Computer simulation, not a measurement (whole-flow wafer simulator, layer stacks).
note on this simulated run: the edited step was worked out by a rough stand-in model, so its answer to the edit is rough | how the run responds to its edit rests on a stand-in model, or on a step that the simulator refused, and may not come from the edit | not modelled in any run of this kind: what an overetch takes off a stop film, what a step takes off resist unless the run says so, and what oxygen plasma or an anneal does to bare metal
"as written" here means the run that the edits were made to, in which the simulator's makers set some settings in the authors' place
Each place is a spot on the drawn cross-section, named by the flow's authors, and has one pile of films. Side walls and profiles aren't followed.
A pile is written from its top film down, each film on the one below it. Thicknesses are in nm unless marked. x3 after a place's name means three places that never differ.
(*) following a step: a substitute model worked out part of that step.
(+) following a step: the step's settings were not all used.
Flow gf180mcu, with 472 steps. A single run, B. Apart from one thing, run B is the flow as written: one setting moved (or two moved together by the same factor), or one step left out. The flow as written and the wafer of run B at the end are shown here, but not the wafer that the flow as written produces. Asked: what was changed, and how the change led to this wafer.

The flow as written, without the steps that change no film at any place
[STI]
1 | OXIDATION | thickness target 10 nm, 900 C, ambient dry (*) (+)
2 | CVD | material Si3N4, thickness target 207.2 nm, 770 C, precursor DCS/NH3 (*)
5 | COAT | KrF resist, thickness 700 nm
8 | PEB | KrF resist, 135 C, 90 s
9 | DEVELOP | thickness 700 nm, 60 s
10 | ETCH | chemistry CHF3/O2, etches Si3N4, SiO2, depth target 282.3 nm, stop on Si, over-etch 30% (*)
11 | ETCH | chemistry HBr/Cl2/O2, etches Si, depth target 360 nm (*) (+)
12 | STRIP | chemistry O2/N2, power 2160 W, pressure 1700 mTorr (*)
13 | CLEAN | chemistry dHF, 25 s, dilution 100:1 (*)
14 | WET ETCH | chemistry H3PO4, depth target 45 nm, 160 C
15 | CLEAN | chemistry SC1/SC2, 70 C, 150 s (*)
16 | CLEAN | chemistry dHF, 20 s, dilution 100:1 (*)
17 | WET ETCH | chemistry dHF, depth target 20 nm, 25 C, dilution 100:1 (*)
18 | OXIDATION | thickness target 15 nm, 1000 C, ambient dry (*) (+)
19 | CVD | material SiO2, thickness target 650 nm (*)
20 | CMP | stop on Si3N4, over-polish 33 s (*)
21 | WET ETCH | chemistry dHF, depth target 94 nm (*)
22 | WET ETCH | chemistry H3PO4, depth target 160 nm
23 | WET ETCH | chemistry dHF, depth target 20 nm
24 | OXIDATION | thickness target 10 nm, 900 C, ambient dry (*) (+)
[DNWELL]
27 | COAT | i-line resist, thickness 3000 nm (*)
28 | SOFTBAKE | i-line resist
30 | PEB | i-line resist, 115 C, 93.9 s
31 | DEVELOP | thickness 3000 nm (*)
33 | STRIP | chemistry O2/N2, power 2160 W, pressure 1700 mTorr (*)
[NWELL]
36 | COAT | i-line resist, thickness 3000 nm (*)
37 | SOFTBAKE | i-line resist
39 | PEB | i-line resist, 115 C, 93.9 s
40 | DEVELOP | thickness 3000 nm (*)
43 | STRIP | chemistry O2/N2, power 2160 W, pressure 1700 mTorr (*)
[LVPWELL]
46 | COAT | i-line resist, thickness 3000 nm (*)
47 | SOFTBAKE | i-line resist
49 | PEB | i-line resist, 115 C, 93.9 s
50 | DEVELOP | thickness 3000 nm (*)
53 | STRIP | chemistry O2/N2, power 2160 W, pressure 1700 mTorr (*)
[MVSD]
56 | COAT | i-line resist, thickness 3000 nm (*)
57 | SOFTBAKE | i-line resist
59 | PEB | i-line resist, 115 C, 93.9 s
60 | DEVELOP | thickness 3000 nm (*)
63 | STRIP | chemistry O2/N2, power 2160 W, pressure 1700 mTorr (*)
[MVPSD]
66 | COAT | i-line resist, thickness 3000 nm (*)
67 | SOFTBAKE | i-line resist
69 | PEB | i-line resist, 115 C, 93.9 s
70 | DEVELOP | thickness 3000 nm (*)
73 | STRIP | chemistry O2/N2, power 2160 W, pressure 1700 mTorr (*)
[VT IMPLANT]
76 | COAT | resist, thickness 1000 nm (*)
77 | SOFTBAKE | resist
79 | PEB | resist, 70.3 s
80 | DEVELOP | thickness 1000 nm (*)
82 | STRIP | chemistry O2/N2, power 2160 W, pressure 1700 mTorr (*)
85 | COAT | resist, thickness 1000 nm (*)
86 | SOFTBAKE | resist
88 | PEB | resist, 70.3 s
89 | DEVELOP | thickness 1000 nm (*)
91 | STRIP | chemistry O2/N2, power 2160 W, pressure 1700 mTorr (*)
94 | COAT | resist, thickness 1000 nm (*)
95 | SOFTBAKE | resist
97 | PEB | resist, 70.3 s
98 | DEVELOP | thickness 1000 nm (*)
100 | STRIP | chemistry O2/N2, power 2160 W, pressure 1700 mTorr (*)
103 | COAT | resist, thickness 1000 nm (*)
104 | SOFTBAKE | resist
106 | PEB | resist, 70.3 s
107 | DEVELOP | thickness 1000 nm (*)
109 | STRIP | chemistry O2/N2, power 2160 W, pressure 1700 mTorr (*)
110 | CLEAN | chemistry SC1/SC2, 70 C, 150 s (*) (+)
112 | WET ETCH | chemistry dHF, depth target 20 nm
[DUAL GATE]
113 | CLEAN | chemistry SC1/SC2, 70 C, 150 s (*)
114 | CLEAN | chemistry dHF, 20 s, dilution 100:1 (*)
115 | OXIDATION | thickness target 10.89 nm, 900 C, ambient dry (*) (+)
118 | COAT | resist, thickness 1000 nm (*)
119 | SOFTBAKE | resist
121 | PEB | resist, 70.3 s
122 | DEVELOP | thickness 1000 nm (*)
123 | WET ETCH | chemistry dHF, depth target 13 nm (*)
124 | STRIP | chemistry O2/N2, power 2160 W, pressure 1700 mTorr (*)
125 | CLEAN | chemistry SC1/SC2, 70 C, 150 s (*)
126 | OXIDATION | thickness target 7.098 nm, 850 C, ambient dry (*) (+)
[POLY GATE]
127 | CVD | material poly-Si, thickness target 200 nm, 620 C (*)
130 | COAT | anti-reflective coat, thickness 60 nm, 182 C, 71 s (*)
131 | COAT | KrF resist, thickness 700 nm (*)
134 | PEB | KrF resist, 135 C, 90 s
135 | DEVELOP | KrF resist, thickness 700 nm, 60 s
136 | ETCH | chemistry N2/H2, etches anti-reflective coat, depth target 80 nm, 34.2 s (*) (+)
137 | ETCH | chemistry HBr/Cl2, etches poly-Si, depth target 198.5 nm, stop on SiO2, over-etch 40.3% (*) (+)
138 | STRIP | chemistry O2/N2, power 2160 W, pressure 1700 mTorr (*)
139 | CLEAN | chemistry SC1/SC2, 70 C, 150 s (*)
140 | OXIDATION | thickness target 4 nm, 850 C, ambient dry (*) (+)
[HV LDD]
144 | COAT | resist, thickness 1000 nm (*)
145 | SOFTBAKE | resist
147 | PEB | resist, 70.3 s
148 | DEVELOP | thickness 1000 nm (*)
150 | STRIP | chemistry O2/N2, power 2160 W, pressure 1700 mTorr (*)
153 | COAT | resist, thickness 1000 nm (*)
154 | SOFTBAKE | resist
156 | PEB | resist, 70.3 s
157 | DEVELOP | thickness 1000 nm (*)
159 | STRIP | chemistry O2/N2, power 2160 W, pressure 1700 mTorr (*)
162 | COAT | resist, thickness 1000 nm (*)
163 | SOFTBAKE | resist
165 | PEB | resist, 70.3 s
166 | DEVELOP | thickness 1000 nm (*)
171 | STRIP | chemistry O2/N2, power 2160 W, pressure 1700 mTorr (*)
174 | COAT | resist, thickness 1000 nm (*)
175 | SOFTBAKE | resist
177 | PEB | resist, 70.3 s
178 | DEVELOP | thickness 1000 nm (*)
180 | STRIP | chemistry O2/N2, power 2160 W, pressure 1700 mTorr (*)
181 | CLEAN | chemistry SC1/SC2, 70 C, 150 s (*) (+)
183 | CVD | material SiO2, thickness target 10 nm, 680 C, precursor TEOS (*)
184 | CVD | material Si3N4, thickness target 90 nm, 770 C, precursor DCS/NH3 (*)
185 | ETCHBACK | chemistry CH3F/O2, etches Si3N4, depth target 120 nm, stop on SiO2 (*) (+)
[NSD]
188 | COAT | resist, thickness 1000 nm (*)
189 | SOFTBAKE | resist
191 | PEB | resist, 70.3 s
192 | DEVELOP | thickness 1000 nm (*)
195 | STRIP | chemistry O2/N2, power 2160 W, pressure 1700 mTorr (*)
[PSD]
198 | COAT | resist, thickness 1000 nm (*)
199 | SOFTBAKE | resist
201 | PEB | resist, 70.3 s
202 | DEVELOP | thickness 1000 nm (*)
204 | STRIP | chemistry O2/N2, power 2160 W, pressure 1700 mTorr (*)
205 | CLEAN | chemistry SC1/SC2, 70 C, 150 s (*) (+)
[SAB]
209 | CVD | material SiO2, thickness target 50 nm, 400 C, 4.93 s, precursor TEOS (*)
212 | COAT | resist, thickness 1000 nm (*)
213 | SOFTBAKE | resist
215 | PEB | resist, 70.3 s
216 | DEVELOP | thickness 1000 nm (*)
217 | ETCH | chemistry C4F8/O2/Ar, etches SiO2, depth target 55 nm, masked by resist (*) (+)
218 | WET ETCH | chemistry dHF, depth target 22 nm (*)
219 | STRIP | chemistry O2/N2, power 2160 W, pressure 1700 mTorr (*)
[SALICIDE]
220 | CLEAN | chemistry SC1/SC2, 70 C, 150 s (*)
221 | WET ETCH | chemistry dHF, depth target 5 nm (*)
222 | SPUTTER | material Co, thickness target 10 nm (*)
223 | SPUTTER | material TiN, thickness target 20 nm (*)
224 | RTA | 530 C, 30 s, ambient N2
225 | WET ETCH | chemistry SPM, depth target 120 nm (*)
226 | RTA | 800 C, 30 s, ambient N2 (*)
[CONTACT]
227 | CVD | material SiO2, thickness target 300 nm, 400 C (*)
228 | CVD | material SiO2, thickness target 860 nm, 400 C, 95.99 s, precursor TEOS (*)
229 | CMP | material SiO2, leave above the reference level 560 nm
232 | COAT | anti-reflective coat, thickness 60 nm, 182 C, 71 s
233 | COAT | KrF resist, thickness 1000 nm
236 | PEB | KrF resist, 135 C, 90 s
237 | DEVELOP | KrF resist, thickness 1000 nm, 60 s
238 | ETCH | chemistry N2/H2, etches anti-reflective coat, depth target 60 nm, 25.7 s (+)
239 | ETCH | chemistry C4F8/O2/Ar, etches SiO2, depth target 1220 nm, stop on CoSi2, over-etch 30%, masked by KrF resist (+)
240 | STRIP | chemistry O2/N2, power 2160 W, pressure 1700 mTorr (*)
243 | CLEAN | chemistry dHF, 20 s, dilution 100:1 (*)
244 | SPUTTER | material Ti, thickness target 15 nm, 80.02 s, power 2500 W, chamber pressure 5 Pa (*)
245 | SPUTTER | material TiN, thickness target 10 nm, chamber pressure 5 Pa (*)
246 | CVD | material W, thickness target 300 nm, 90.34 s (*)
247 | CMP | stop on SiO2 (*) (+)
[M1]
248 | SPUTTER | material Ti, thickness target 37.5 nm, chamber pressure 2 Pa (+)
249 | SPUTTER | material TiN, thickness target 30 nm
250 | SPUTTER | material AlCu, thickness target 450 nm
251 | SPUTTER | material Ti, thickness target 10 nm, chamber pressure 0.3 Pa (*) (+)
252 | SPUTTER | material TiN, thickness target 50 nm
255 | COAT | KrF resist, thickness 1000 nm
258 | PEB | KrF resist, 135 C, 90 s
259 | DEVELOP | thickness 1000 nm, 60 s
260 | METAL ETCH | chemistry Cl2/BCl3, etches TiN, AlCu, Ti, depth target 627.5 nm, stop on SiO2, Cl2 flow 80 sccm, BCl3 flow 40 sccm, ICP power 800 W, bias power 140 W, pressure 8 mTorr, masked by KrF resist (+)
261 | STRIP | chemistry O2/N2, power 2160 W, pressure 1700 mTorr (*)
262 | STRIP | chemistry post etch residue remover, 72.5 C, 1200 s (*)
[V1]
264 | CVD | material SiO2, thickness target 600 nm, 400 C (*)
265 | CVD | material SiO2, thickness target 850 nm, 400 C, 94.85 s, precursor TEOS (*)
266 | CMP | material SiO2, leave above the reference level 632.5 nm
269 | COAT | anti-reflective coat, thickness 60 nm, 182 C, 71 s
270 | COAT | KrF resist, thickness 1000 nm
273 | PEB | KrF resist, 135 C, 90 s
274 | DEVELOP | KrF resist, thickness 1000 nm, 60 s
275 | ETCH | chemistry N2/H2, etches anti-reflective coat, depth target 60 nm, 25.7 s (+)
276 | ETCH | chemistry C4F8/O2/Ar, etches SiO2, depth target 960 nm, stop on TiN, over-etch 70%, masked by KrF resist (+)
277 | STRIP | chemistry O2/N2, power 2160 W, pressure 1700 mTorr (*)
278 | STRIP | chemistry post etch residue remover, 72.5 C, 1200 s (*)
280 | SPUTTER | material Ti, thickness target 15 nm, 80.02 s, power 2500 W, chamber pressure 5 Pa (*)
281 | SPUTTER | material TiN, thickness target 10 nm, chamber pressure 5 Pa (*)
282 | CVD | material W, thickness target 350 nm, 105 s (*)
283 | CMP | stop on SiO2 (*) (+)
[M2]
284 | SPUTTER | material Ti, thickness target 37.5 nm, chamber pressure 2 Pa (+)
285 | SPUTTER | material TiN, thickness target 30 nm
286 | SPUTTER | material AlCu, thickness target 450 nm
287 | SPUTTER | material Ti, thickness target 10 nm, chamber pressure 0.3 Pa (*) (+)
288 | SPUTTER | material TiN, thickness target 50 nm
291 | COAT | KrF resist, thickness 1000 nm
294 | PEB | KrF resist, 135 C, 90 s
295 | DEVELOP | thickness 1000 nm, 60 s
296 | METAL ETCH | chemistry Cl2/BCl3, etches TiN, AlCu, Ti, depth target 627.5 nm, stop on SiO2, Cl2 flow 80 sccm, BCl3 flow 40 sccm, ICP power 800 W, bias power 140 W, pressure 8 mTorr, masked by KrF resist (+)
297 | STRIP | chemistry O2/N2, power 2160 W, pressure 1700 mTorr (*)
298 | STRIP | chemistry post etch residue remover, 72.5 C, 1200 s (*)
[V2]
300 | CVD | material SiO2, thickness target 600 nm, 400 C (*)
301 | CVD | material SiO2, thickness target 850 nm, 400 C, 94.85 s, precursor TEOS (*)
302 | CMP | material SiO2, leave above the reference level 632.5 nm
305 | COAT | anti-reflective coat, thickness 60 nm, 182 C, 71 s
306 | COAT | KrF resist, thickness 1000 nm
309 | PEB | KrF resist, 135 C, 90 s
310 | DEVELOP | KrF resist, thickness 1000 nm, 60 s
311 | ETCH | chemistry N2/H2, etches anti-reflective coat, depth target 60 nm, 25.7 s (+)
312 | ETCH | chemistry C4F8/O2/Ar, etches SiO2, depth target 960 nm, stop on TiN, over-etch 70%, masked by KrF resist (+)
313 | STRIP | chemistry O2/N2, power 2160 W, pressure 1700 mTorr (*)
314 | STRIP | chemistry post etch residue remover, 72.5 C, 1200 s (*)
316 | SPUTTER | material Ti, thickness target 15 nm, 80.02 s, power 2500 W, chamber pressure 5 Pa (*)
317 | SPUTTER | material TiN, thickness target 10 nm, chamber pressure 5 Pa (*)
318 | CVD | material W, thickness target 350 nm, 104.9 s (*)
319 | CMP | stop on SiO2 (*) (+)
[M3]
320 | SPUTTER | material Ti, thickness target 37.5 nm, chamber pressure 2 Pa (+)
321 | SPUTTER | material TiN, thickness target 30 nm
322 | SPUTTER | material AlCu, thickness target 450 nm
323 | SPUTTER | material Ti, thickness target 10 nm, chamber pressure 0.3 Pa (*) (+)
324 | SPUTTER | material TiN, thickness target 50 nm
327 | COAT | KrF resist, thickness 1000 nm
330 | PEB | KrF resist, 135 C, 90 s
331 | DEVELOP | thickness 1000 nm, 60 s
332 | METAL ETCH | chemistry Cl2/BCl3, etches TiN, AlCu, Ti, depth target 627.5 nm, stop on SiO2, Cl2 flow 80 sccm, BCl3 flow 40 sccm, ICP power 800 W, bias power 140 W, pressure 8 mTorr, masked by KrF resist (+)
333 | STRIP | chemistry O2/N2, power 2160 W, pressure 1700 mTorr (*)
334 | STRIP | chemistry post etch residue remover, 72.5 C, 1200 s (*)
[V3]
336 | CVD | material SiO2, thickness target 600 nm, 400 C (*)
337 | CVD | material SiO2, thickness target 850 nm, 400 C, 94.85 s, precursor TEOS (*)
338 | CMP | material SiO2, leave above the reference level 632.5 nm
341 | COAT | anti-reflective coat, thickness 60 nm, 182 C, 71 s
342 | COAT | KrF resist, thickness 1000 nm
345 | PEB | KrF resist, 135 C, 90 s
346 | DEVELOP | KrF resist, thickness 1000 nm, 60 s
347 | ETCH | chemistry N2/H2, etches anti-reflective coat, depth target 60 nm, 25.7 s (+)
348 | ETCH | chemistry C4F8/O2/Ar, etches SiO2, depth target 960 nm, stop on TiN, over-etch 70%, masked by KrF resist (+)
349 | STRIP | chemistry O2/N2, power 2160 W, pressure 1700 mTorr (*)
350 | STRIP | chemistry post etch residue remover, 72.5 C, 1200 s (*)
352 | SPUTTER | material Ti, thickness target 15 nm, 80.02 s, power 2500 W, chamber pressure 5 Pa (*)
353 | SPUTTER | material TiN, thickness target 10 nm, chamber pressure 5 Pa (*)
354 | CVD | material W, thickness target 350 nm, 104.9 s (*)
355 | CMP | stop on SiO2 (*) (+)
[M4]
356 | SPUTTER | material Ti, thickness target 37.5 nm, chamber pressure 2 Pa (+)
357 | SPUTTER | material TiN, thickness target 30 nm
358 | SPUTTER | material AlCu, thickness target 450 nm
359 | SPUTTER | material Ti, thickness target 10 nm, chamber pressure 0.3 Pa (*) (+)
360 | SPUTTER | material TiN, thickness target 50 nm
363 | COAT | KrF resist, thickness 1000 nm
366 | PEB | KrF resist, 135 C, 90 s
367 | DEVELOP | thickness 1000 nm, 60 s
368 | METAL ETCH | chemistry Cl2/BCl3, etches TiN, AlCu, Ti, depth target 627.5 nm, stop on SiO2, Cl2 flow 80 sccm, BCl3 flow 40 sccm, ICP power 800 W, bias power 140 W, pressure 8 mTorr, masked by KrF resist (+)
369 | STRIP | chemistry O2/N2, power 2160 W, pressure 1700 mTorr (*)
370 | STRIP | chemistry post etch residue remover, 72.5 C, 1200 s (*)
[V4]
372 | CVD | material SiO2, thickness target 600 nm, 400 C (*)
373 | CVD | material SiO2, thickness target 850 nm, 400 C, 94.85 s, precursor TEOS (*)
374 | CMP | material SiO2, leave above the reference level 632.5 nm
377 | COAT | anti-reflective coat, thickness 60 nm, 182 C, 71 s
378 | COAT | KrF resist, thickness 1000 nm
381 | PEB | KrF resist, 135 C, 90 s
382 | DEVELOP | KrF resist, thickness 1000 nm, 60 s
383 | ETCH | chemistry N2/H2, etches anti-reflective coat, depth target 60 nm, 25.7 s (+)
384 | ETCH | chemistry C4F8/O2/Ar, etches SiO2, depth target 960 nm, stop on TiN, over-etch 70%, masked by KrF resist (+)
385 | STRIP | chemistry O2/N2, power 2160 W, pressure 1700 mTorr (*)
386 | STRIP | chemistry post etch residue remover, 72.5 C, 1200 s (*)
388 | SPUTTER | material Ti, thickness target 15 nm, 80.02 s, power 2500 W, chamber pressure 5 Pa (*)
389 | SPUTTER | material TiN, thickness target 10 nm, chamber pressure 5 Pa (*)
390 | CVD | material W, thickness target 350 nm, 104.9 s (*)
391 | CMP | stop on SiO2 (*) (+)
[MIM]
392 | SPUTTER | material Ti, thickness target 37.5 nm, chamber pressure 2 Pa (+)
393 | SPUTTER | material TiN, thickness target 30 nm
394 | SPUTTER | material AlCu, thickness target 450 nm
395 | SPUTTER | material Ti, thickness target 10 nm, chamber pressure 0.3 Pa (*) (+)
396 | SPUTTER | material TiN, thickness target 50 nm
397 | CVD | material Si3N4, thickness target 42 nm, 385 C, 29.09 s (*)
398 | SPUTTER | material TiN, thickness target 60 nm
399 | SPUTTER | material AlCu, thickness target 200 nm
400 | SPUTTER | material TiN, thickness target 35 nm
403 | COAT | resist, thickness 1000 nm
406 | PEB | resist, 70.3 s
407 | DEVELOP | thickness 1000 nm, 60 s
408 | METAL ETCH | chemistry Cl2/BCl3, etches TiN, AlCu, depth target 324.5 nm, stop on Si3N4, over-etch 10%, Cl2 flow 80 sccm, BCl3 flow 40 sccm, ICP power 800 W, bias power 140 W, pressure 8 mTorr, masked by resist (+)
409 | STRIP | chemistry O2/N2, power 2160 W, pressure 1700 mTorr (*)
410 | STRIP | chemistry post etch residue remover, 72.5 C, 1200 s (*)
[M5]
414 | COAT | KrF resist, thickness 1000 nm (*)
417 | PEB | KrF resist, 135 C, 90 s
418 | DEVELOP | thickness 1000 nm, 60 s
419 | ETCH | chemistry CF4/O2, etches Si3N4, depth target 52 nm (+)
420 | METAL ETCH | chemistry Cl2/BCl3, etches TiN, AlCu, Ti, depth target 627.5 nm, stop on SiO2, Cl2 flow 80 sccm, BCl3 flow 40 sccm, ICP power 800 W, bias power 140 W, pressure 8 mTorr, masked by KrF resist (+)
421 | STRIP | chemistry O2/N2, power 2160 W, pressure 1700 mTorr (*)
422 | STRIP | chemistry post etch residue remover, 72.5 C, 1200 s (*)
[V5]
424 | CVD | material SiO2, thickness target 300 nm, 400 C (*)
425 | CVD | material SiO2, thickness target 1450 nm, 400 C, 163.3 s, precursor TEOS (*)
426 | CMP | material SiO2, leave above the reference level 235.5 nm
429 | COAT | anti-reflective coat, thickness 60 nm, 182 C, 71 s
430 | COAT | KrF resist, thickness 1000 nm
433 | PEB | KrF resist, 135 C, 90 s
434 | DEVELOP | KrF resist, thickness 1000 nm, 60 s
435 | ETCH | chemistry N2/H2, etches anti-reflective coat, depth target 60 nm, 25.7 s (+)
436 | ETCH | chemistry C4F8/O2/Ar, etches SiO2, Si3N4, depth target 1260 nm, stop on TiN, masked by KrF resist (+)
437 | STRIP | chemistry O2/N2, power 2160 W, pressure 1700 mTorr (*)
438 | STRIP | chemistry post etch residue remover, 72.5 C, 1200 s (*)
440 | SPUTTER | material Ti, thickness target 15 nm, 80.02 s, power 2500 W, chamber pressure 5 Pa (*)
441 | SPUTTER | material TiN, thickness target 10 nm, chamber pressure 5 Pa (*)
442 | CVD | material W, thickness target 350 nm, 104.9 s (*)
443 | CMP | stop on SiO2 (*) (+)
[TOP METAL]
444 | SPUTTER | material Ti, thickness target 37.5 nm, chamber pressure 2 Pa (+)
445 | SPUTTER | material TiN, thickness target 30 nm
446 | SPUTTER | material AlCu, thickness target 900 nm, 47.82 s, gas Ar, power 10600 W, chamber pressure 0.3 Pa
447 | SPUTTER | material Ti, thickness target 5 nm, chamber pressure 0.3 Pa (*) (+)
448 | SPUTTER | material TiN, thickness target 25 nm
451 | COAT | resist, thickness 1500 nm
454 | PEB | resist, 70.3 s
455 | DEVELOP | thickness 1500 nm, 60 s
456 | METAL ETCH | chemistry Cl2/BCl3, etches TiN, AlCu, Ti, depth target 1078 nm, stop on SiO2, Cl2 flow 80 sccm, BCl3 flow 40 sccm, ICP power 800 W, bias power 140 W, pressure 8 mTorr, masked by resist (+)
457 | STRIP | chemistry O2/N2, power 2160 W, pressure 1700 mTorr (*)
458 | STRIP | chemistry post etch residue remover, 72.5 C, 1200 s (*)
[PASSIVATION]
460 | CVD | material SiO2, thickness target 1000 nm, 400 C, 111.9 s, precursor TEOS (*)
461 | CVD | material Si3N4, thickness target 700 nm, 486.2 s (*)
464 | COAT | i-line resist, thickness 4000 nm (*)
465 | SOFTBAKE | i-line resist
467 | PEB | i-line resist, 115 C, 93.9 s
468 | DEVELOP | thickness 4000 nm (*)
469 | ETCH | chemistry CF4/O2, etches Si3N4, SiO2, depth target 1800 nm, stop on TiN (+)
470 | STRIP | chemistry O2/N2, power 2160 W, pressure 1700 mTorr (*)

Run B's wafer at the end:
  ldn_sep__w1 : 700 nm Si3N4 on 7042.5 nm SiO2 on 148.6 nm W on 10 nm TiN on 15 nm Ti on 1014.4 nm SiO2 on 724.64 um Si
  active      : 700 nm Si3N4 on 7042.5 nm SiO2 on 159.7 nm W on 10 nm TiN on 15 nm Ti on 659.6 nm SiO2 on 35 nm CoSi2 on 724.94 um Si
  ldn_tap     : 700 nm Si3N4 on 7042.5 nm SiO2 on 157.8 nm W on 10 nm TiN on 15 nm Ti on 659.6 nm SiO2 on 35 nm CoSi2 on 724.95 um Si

Cause: step 228, CVD: thickness target 353 nm was run, while the flow as written has thickness target 860 nm; step 228, CVD: 39.36 s was run, where the flow has 95.99 s.

Step by step, how the change led to this:
  228 | CVD | material SiO2, thickness target 860 nm, 400 C, 95.99 s, precursor TEOS (*)
      field, field__w7, field__w8 and 70 more: SiO2 gains 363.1 (in the flow as written it would be: SiO2 gains 860)
      field__w3, field__w12: SiO2 gains 344.5 (in the flow as written it would be: SiO2 gains 807.3)
      (and at 36 other places as well)
  229 | CMP | material SiO2, leave above the reference level 560 nm
      ldn_sep__w1, ldn_sep__w2, ldn_dft and 8 more: nothing (in the flow as written it would be: SiO2 loses 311)
      active, p_well, sd_n, iso_ptap_pw, iso_ntap_nw, iso_ptap_sub, vpnp_e: nothing (in the flow as written it would be: SiO2 loses 299.9)
      (and at 93 other places as well)
  232 | COAT | anti-reflective coat, thickness 60 nm, 182 C, 71 s
      sti, mim_1p0, pad, dice_street: anti-reflective coat gains 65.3 (new film) (in the flow as written it would be: anti-reflective coat gains 60 (new film))
      field_sub__w5, nplus_u: anti-reflective coat gains 56.3 (new film) (in the flow as written it would be: anti-reflective coat gains 60 (new film))
      (and at 98 other places as well)
  233 | COAT | KrF resist, thickness 1000 nm
      nw_enc_fld_lv__w3, ldp_src: KrF resist gains 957 (new film) (in the flow as written it would be: KrF resist gains 1000 (new film))
      field: KrF resist gains 1024.2 (new film) (in the flow as written it would be: KrF resist gains 1000 (new film))
      (and at 70 other places as well)
  236 | PEB | KrF resist, 135 C, 90 s
      field__w5, field_sub__w5, nw_enc_fld_lv: KrF resist loses 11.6 (in the flow as written it would be: KrF resist loses 10.5)
      field__w6, field_sub__w2: KrF resist loses 11.7 (in the flow as written it would be: KrF resist loses 10.5)
      (and at 38 other places as well)
  237 | DEVELOP | KrF resist, thickness 1000 nm, 60 s
      contact: KrF resist loses 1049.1 (all of it) (in the flow as written it would be: KrF resist loses 989.5 (all of it))
      polyc_n: KrF resist loses 876.9 (all of it) (in the flow as written it would be: KrF resist loses 989.5 (all of it))
      (and at 1 other place as well)
  238 | ETCH | chemistry N2/H2, etches anti-reflective coat, depth target 60 nm, 25.7 s (+)
      polyc_n, polyc_p: anti-reflective coat loses 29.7 (all of it), SiO2 loses 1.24 (in the flow as written it would be: anti-reflective coat loses 60 (all of it), SiO2 loses 0.46)
      contact: anti-reflective coat loses 42.5 (all of it), SiO2 loses 0.91 (in the flow as written it would be: anti-reflective coat loses 60 (all of it), SiO2 loses 0.46)
  239 | ETCH | chemistry C4F8/O2/Ar, etches SiO2, depth target 1220 nm, stop on CoSi2, over-etch 30%, masked by KrF resist (+)
      field, field__w1, field__w2 and 105 more: KrF resist loses 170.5 (in the flow as written it would be: KrF resist loses 223.5)
      contact: SiO2 loses 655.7 (all of it) (in the flow as written it would be: SiO2 loses 859.5 (all of it))
  240 | STRIP | chemistry O2/N2, power 2160 W, pressure 1700 mTorr (*)
      sti, mim_1p0, pad, dice_street: KrF resist loses 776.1 (all of it), anti-reflective coat loses 65.3 (all of it) (in the flow as written it would be: KrF resist loses 707.7 (all of it), anti-reflective coat loses 60 (all of it))
      p_well, sd_n: KrF resist loses 776.1 (all of it), anti-reflective coat loses 62.1 (all of it) (in the flow as written it would be: KrF resist loses 707.7 (all of it), anti-reflective coat loses 60 (all of it))
      (and at 102 other places as well)
  244 | SPUTTER | material Ti, thickness target 15 nm, 80.02 s, power 2500 W, chamber pressure 5 Pa (*)
      ld_sd_n, ld_sd_p: Ti gains 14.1 (new film) (in the flow as written it would be: Ti gains 15 (new film))
      field__w3: Ti gains 14.3 (new film) (in the flow as written it would be: Ti gains 15 (new film))
      (and at 5 other places as well)
  245 | SPUTTER | material TiN, thickness target 10 nm, chamber pressure 5 Pa (*)
      field__w12: TiN gains 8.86 (new film) (in the flow as written it would be: TiN gains 10 (new film))
      contact: TiN gains 6.19 (new film) (in the flow as written it would be: TiN gains 5.48 (new film))
      (and at 5 other places as well)
  246 | CVD | material W, thickness target 300 nm, 90.34 s (*)
      contact: W gains 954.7 (new film) (in the flow as written it would be: W gains 1167.5 (new film))
  247 | CMP | stop on SiO2 (*) (+)
      gate, gate_hv, gate_p and 23 more: W loses 300 (all of it), TiN loses 10 (all of it), Ti loses 15 (all of it) (in the flow as written it would be: W loses 300 (all of it), TiN loses 10 (all of it), Ti loses 15 (all of it), SiO2 loses 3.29)
      ldn_sep__w1, ldn_sep__w2, ldn_dft and 8 more: W loses 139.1 (in the flow as written it would be: W loses 300 (all of it), TiN loses 10 (all of it), Ti loses 15 (all of it), SiO2 loses 3.29)
      (and at 72 other places as well)
  260 | METAL ETCH | chemistry Cl2/BCl3, etches TiN, AlCu, Ti, depth target 627.5 nm, stop on SiO2, Cl2 flow 80 sccm, BCl3 flow 40 sccm, ICP power 800 W, bias power 140 W, pressure 8 mTorr, masked by KrF resist (+)
      field, field__w1, field__w2 and 75 more: TiN loses 50 (all of it), Ti loses 10 (all of it), AlCu loses 450 (all of it), TiN loses 30 (all of it), Ti loses 37.5 (all of it), W loses 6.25 (in the flow as written it would be: TiN loses 50 (all of it), Ti loses 10 (all of it), AlCu loses 450 (all of it), TiN loses 30 (all of it), Ti loses 37.5 (all of it))
  262 | STRIP | chemistry post etch residue remover, 72.5 C, 1200 s (*)
      field, field__w1, field__w2 and 75 more: W loses 6.01 (in the flow as written it would be: nothing)
  264 | CVD | material SiO2, thickness target 600 nm, 400 C (*)
      field, field__w1, field__w2 and 75 more: SiO2 gains 600 (new film) (in the flow as written it would be: SiO2 gains 600)
  266 | CMP | material SiO2, leave above the reference level 632.5 nm
      field, field__w1, field__w2 and 75 more: SiO2 loses 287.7 (in the flow as written it would be: SiO2 loses 300)
With metal films that touch counted as one body, ldn_sep__w1 has 1 body; the flow as written gives 0 bodies.
With metal films that touch counted as one body, active has 2 bodies (between them, from the top down: SiO2 659.6); the flow as written gives 1 body.
With metal films that touch counted as one body, ldn_tap has 2 bodies (between them, from the top down: SiO2 659.6); the flow as written gives 1 body.
